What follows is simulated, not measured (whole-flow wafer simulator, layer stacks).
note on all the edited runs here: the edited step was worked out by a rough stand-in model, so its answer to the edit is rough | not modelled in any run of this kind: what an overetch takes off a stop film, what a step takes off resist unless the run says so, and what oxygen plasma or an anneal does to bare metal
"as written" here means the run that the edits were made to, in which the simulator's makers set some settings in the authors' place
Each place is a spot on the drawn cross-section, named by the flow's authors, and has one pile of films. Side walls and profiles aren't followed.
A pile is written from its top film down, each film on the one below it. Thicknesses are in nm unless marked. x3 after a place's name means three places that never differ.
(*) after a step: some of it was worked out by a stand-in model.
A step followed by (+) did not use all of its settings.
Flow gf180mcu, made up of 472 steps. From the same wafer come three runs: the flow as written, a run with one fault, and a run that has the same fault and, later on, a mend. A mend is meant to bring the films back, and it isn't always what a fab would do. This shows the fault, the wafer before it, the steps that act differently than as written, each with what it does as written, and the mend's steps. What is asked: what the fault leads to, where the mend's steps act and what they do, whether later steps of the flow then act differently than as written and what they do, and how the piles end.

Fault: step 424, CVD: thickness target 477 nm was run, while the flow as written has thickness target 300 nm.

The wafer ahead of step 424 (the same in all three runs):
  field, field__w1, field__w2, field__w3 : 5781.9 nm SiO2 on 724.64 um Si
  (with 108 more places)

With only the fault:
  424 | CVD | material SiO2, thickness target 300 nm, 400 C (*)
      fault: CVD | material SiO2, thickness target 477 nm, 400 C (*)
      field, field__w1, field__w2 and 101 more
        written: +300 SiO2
        fault: +477 SiO2
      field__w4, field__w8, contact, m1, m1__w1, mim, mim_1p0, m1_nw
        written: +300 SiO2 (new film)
        fault: +477 SiO2 (new film)
  Steps further on in the flow that do not act as written:
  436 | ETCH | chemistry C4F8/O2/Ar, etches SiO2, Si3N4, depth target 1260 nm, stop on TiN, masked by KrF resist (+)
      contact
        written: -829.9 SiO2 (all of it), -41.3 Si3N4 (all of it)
        fault: -1006.9 SiO2 (all of it), -41.3 Si3N4 (all of it)
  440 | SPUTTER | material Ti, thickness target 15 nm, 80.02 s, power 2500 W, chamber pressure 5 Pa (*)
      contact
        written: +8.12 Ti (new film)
        fault: +7.34 Ti (new film)
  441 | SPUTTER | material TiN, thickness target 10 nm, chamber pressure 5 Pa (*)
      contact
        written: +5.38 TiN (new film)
        fault: +4.86 TiN (new film)
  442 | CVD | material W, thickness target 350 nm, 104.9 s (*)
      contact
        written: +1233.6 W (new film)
        fault: +1411.9 W (new film)
  At field, field__w1, field__w2 and 109 more, the piles at the end differ from the flow's by more than 2% or 0.5 nm, whichever is larger.
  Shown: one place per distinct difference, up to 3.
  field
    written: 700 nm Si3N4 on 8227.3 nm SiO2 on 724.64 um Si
    fault: 700 nm Si3N4 on 8404.3 nm SiO2 on 724.64 um Si
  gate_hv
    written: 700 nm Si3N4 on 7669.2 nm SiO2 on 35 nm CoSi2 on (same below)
    fault: 700 nm Si3N4 on 7846.2 nm SiO2 on 35 nm CoSi2 on (same below)
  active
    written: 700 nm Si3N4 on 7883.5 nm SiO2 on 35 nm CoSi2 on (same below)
    fault: 700 nm Si3N4 on 8060.5 nm SiO2 on 35 nm CoSi2 on (same below)

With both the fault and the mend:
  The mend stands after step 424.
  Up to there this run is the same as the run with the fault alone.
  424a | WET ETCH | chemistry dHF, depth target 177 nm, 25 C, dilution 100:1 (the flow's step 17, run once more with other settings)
      field, field__w1, field__w2 and 109 more
        -177 SiO2
  Later steps of the flow that are run all act as written at every place that is followed.
  At every place that both follow, the piles at the end match the flow's.
